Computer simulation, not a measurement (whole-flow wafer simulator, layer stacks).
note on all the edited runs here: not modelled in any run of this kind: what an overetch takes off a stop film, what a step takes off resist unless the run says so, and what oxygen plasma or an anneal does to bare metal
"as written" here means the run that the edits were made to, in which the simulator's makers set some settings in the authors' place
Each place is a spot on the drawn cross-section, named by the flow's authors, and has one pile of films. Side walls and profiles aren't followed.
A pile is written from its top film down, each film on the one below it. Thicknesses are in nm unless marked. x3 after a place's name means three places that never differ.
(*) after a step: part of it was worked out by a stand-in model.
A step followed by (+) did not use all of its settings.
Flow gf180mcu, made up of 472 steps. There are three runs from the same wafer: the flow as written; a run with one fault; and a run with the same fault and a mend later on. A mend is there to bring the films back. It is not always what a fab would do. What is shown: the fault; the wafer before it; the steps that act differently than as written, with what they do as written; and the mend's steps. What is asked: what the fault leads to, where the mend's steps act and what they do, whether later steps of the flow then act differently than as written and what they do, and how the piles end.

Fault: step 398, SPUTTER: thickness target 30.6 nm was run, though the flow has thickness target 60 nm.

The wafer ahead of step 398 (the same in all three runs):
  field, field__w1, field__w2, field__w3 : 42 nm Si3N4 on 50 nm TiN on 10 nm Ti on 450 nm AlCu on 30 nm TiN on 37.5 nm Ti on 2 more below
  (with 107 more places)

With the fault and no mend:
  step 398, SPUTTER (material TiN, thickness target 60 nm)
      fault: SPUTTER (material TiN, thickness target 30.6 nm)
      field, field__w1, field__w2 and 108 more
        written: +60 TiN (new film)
        fault: +30.6 TiN (new film)
  Steps further on in the flow that do not act as written (5 more steps, not shown, differ only slightly: by at most 2% or 0.5 nm, whichever is larger):
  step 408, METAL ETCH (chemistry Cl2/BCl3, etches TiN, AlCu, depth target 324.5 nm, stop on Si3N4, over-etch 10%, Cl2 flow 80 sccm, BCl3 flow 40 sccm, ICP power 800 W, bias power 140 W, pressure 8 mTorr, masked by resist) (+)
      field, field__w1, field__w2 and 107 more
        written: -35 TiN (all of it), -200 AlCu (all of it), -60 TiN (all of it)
        fault: -35 TiN (all of it), -200 AlCu (all of it), -30.6 TiN (all of it)
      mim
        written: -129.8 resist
        fault: -116.9 resist
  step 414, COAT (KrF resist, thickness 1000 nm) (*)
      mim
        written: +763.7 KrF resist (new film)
        fault: +786.2 KrF resist (new film)
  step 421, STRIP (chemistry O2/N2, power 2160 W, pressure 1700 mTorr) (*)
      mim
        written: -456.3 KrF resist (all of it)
        fault: -478.4 KrF resist (all of it)
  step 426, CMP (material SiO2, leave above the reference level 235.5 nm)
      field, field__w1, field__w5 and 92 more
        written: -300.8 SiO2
        fault: -330.2 SiO2
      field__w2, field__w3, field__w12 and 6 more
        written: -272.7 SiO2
        fault: -302.1 SiO2
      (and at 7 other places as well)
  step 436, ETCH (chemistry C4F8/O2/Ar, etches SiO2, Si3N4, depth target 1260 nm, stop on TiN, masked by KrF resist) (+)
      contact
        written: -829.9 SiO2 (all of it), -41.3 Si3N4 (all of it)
        fault: -800.5 SiO2 (all of it), -41.3 Si3N4 (all of it)
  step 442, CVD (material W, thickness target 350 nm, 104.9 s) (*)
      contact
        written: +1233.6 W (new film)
        fault: +1203.9 W (new film)
  At field__w8, contact, m1, m1__w1, mim, m1_nw, the piles at the end differ from the flow's by more than 2% or 0.5 nm, whichever is larger.
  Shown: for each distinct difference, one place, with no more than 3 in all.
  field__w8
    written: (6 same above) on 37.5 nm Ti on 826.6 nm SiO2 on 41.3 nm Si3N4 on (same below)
    fault: (6 same above) on 37.5 nm Ti on 797.2 nm SiO2 on 41.3 nm Si3N4 on (same below)
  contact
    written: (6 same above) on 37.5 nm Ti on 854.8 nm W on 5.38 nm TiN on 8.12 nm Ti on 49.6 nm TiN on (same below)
    fault: (6 same above) on 37.5 nm Ti on 825.2 nm W on 5.47 nm TiN on 8.26 nm Ti on 49.6 nm TiN on (same below)
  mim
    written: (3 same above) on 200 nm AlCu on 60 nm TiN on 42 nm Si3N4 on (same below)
    fault: (3 same above) on 200 nm AlCu on 30.6 nm TiN on 42 nm Si3N4 on (same below)

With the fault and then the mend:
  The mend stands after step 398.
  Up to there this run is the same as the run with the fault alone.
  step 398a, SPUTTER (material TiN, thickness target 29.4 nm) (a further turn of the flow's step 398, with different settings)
      field, field__w1, field__w2 and 108 more
        +29.4 TiN
  Later steps of the flow that are run all act as written at every place that is followed.
  The piles end the same as the flow's at every place that both follow.
